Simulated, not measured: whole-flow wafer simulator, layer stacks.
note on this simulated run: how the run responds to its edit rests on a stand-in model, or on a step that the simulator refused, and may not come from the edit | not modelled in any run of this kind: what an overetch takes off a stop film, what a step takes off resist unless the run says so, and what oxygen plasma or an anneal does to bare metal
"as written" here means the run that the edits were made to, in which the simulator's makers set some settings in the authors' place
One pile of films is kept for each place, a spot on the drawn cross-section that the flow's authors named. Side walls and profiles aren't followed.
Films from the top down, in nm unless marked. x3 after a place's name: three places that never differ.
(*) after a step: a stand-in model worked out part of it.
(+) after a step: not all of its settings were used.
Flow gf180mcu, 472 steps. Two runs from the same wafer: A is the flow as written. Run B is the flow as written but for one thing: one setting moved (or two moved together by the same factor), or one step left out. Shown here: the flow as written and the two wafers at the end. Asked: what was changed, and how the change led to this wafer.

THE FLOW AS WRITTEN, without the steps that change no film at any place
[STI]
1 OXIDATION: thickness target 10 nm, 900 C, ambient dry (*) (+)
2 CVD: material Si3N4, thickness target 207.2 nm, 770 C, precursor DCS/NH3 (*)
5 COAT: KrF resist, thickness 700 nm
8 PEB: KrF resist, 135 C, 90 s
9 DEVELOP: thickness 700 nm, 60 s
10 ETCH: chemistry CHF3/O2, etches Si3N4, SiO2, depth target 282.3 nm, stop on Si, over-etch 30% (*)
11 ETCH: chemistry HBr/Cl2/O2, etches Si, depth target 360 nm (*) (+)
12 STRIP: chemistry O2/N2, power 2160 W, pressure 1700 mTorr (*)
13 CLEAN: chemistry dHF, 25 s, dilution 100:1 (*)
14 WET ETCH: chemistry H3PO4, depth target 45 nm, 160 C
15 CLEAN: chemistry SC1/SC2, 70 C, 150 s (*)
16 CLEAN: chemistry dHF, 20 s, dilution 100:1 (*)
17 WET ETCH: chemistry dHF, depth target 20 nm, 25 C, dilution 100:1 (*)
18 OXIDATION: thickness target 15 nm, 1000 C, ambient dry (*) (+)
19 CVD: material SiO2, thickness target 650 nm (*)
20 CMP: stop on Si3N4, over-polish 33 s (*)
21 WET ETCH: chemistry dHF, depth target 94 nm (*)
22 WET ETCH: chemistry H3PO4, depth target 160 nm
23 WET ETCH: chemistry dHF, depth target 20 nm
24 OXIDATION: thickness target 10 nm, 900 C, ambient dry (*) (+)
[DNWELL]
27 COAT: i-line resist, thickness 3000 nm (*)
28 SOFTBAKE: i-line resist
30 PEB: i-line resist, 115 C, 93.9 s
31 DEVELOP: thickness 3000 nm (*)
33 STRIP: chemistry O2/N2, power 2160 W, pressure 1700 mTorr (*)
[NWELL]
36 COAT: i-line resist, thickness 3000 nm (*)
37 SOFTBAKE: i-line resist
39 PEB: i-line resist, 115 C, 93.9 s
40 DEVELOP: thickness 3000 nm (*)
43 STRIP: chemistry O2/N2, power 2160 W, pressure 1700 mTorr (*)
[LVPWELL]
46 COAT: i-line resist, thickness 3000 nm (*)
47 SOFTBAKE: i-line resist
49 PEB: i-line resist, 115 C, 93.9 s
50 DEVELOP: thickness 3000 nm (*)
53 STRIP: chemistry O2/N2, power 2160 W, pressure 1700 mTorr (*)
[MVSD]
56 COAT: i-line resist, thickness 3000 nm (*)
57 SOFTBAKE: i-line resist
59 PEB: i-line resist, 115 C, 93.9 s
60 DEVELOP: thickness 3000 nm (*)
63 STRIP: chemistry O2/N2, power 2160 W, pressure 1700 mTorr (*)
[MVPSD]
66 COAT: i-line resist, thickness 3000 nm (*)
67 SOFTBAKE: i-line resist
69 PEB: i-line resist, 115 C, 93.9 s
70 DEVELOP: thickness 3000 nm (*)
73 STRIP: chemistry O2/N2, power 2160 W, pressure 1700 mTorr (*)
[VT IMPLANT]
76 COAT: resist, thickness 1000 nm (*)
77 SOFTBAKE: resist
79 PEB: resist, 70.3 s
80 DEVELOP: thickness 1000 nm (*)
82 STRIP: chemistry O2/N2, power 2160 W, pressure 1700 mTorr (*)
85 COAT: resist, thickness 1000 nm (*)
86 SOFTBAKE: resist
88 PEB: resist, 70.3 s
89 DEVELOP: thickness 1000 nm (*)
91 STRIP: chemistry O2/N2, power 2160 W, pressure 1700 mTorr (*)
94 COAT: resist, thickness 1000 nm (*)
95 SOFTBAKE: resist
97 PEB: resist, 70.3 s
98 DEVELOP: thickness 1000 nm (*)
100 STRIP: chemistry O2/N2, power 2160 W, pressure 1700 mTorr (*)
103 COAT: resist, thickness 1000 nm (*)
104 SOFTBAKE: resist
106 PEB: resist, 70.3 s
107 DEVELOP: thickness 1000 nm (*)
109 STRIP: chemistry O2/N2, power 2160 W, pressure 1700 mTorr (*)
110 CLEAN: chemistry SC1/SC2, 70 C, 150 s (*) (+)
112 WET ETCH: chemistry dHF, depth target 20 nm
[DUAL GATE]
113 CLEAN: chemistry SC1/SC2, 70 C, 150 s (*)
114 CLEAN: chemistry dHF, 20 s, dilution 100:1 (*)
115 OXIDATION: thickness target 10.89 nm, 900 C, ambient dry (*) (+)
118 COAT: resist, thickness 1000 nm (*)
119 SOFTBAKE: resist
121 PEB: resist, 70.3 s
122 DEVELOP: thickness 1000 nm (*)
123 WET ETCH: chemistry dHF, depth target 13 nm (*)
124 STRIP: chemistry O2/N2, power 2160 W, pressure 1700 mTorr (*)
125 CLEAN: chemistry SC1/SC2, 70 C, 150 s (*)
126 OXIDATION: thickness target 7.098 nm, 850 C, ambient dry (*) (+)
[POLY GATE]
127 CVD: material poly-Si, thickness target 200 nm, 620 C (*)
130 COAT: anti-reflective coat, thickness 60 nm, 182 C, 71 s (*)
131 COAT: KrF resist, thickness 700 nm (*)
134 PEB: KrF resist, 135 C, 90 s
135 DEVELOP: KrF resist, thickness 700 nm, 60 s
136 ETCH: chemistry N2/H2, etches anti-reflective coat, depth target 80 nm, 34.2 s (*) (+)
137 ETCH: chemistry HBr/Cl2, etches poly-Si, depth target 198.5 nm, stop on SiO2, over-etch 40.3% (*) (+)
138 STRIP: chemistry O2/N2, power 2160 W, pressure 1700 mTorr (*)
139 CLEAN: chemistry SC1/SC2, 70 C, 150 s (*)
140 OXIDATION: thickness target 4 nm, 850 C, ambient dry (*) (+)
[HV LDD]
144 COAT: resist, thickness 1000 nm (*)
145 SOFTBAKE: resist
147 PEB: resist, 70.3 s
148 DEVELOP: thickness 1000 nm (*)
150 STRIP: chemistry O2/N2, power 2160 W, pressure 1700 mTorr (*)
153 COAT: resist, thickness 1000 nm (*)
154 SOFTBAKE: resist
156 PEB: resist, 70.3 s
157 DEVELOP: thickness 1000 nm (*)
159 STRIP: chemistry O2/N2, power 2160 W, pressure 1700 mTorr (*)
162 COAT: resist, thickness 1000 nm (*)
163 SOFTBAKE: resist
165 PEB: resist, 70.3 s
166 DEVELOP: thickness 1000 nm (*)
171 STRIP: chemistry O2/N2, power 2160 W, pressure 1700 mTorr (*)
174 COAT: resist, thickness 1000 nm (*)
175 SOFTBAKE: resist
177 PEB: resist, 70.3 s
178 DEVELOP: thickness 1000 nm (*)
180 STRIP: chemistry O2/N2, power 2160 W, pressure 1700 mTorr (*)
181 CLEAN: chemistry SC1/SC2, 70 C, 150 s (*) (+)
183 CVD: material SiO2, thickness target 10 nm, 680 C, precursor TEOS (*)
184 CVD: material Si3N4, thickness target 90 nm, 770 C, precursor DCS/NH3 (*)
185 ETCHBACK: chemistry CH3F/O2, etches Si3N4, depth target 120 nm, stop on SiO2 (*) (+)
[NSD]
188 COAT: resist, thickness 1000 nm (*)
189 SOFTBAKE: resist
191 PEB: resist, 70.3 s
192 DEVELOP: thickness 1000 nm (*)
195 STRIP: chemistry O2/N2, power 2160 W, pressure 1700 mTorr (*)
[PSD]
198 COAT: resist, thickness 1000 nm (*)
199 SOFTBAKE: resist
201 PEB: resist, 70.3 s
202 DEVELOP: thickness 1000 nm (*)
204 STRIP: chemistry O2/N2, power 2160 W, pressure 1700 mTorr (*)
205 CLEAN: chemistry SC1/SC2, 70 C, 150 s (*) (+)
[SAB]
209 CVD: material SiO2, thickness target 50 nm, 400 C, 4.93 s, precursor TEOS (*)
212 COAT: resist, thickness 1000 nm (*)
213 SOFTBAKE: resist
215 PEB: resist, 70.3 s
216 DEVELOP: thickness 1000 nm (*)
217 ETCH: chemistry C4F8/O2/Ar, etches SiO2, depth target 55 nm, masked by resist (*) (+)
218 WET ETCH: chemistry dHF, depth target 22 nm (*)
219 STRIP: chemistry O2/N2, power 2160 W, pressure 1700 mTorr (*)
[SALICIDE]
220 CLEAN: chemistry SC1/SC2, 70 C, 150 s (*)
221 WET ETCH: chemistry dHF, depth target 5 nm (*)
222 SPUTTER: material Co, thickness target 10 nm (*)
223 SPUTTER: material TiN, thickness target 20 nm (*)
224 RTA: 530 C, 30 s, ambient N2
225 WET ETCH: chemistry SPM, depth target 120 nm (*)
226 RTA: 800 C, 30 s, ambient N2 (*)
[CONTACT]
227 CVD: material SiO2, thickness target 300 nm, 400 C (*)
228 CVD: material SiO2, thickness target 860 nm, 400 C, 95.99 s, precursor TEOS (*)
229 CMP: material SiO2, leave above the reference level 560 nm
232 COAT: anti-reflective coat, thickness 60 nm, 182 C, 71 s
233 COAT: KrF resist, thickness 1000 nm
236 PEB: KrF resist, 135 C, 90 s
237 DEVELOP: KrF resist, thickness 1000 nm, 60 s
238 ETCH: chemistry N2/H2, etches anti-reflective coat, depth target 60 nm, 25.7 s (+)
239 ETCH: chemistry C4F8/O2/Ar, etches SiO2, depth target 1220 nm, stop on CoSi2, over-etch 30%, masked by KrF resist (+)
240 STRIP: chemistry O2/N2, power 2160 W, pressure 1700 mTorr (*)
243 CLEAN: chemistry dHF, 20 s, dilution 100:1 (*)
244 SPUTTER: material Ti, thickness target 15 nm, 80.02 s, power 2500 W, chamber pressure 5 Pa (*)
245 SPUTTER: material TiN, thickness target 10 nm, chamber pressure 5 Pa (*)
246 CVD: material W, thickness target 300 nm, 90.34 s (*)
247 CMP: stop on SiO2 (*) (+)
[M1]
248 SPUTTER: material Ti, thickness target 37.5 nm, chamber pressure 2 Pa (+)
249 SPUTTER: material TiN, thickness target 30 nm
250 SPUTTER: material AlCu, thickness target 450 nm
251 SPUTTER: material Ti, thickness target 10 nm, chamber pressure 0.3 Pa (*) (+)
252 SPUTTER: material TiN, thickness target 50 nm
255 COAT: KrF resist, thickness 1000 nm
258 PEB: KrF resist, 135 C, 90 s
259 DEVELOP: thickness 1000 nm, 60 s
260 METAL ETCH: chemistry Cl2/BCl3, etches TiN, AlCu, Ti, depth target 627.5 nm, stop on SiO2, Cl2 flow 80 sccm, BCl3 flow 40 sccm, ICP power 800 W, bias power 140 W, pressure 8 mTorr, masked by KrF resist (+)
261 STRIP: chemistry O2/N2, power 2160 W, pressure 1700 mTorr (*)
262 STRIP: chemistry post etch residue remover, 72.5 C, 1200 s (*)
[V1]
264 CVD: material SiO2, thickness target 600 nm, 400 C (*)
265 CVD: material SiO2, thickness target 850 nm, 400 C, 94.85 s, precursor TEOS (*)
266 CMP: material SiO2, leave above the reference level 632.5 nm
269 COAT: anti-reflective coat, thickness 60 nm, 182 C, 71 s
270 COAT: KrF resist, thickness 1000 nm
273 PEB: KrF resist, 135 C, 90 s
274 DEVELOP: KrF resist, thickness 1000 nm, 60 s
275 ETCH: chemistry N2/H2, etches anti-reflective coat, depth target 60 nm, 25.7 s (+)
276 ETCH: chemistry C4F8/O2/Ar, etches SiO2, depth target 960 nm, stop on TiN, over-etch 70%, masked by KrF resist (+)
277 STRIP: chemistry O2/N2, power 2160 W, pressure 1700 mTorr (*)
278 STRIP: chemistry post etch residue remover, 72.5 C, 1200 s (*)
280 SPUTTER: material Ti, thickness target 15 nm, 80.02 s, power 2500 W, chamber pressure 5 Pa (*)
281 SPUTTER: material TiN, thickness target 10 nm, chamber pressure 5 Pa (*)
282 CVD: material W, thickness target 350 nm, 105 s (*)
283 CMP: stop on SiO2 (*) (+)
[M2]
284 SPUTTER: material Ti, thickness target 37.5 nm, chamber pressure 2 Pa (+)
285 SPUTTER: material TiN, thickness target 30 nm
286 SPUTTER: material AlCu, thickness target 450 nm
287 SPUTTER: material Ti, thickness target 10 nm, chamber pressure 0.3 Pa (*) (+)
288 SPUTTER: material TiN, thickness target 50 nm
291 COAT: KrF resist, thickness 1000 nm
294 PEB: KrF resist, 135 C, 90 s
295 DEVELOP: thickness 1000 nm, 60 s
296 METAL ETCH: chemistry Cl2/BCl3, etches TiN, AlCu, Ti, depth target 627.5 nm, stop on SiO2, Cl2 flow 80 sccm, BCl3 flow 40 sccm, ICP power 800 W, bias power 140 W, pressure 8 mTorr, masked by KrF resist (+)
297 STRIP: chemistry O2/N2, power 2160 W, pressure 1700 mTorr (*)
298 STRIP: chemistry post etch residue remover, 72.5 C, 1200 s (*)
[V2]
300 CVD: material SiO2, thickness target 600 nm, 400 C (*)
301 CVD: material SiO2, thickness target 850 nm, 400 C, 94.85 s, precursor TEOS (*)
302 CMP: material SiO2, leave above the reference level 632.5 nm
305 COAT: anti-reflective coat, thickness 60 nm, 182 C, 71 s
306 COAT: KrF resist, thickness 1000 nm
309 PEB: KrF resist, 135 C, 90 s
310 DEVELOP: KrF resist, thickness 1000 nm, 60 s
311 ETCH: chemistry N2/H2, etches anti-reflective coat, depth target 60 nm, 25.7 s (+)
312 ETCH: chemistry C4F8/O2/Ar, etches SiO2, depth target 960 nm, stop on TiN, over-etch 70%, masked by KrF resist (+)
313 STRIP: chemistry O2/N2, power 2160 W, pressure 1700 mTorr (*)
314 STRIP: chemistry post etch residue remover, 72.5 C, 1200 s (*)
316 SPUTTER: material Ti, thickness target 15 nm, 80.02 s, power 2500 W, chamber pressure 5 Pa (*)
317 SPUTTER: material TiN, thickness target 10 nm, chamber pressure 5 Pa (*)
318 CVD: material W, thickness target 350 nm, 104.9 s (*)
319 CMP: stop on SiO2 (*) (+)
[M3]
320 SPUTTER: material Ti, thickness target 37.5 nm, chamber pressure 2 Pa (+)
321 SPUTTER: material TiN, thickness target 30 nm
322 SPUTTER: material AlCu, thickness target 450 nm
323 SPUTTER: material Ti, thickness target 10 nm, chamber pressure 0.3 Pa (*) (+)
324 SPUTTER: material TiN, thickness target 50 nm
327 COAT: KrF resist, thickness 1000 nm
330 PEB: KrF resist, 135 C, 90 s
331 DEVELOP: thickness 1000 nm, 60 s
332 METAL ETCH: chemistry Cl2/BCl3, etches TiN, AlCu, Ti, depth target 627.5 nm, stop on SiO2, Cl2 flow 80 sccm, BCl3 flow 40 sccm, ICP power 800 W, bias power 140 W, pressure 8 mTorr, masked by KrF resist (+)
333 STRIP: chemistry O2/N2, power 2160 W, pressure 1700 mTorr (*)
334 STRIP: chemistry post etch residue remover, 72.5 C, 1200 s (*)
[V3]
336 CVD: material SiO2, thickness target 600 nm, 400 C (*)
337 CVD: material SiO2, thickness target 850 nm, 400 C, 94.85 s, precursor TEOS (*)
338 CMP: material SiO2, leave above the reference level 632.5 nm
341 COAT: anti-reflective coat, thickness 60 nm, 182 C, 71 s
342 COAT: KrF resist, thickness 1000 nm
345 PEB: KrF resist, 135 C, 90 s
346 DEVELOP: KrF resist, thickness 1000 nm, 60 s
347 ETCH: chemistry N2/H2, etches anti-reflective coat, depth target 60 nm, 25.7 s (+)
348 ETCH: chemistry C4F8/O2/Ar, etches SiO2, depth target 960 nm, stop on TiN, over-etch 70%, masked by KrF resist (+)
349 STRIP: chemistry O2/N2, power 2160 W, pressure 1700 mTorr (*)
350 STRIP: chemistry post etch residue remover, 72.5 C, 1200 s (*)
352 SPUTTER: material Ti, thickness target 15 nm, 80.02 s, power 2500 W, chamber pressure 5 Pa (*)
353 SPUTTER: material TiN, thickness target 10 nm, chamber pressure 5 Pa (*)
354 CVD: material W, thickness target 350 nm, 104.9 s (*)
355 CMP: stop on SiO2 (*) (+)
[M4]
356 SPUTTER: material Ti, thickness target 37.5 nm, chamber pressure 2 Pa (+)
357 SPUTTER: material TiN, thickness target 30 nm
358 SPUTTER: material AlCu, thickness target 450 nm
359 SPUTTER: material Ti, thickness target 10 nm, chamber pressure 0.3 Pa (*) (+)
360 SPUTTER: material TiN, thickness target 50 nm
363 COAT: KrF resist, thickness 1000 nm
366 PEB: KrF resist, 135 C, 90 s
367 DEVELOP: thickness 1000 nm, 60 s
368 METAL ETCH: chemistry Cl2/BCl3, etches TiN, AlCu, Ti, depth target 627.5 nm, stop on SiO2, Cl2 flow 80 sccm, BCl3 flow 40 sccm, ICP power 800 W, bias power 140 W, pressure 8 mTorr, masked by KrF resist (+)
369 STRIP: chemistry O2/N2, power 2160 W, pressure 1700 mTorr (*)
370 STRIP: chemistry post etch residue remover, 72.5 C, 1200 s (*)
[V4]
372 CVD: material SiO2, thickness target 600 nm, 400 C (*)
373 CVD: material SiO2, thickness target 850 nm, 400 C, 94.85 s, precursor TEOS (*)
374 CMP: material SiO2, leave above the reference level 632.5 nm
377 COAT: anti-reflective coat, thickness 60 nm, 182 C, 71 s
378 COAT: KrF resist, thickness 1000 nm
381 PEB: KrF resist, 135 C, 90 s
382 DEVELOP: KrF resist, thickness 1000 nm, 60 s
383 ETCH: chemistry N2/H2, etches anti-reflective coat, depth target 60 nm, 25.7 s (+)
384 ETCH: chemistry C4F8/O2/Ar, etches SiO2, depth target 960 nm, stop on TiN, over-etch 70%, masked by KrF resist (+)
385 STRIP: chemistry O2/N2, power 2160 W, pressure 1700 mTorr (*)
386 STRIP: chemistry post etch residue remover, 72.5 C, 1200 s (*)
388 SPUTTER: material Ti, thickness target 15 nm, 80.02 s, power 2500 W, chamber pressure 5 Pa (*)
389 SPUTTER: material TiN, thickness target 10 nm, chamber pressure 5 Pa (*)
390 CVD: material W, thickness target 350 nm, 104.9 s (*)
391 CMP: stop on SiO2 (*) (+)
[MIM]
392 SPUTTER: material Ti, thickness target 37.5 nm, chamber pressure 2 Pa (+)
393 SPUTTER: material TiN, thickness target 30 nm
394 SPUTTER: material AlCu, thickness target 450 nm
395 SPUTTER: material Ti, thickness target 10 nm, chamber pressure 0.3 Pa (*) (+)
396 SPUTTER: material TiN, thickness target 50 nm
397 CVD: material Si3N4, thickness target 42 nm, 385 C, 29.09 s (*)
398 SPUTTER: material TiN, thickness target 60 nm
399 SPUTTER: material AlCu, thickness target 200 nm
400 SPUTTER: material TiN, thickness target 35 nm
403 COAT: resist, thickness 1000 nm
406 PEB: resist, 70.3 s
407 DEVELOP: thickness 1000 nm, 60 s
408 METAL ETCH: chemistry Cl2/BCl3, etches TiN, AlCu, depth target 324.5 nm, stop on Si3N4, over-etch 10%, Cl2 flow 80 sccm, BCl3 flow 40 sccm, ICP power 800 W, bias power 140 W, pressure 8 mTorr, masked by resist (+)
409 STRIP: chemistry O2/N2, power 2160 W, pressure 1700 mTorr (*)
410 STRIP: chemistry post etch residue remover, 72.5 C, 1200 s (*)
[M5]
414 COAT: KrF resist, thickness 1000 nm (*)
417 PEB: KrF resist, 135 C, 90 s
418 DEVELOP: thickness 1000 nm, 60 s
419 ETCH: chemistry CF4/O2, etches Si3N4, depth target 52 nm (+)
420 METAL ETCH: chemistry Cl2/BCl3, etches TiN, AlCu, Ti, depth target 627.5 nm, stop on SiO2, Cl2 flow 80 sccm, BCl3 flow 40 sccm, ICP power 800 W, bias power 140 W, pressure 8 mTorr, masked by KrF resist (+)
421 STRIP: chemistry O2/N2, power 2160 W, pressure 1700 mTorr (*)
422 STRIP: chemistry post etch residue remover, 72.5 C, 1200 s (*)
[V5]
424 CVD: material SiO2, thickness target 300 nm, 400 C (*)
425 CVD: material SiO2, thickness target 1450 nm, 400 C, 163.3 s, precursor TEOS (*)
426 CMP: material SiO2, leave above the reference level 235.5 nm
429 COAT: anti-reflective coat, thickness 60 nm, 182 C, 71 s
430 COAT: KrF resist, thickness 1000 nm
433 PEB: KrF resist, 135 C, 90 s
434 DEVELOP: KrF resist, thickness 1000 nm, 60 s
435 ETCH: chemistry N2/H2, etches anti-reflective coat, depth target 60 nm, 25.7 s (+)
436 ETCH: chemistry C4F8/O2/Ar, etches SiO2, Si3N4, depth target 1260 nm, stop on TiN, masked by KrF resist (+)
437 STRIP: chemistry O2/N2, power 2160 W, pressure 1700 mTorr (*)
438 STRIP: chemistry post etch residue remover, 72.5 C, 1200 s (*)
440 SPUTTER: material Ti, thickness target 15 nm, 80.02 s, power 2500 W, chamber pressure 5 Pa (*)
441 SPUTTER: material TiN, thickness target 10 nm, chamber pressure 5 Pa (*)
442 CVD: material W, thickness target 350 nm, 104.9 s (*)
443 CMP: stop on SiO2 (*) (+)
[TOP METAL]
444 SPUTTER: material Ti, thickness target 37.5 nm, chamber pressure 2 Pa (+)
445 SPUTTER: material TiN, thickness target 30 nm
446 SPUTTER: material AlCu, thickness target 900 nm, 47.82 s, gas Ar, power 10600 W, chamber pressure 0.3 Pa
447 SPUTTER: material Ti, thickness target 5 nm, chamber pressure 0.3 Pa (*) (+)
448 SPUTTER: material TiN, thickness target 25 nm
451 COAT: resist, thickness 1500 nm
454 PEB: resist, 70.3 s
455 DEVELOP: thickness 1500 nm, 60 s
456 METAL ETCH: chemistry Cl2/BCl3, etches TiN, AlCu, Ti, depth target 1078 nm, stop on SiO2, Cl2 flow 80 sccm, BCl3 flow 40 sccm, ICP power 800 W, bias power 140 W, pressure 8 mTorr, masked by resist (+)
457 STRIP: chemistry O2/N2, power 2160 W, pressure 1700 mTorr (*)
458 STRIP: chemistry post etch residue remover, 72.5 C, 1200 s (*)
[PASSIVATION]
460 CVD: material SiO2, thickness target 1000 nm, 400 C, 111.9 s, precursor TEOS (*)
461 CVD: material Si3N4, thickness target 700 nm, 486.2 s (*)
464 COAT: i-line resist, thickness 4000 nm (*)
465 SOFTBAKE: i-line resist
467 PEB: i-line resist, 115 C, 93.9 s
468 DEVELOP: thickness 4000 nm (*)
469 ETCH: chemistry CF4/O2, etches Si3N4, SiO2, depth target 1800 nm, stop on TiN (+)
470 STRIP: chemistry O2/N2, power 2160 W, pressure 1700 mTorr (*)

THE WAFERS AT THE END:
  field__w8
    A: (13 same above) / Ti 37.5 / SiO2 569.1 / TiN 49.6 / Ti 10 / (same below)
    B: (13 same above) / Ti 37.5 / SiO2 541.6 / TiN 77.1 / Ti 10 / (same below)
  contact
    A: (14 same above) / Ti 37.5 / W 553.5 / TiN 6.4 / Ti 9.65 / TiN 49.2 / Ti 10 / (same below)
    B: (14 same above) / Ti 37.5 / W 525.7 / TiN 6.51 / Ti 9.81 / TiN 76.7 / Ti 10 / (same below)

The cause: step 360, SPUTTER: thickness target 77.5 nm was run, where the flow has thickness target 50 nm.

How the change led to this, step by step:
  360 SPUTTER: material TiN, thickness target 50 nm
      field, field__w1, field__w2 and 108 more: A TiN +50 (new film) | B TiN +77.5 (new film)
  368 METAL ETCH: chemistry Cl2/BCl3, etches TiN, AlCu, Ti, depth target 627.5 nm, stop on SiO2, Cl2 flow 80 sccm, BCl3 flow 40 sccm, ICP power 800 W, bias power 140 W, pressure 8 mTorr, masked by KrF resist (+)
      field, field__w1, field__w2 and 103 more: A TiN -50 (all of it), Ti -10 (all of it), AlCu -450 (all of it), TiN -30 (all of it), Ti -37.5 (all of it) | B TiN -77.5 (all of it), Ti -10 (all of it), AlCu -450 (all of it), TiN -30 (all of it), Ti -37.5 (all of it)
  374 CMP: material SiO2, leave above the reference level 632.5 nm
      field__w8, contact, m1, m1__w1, m1_nw: A SiO2 -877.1 | B SiO2 -904.6
  384 ETCH: chemistry C4F8/O2/Ar, etches SiO2, depth target 960 nm, stop on TiN, over-etch 70%, masked by KrF resist (+)
      field, field__w1, field__w2 and 107 more: A KrF resist -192 | B KrF resist -185.3
      contact: A SiO2 -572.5 (all of it) | B SiO2 -545 (all of it)
  390 CVD: material W, thickness target 350 nm, 104.9 s (*)
      contact: A W +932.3 (new film) | B W +904.5 (new film)
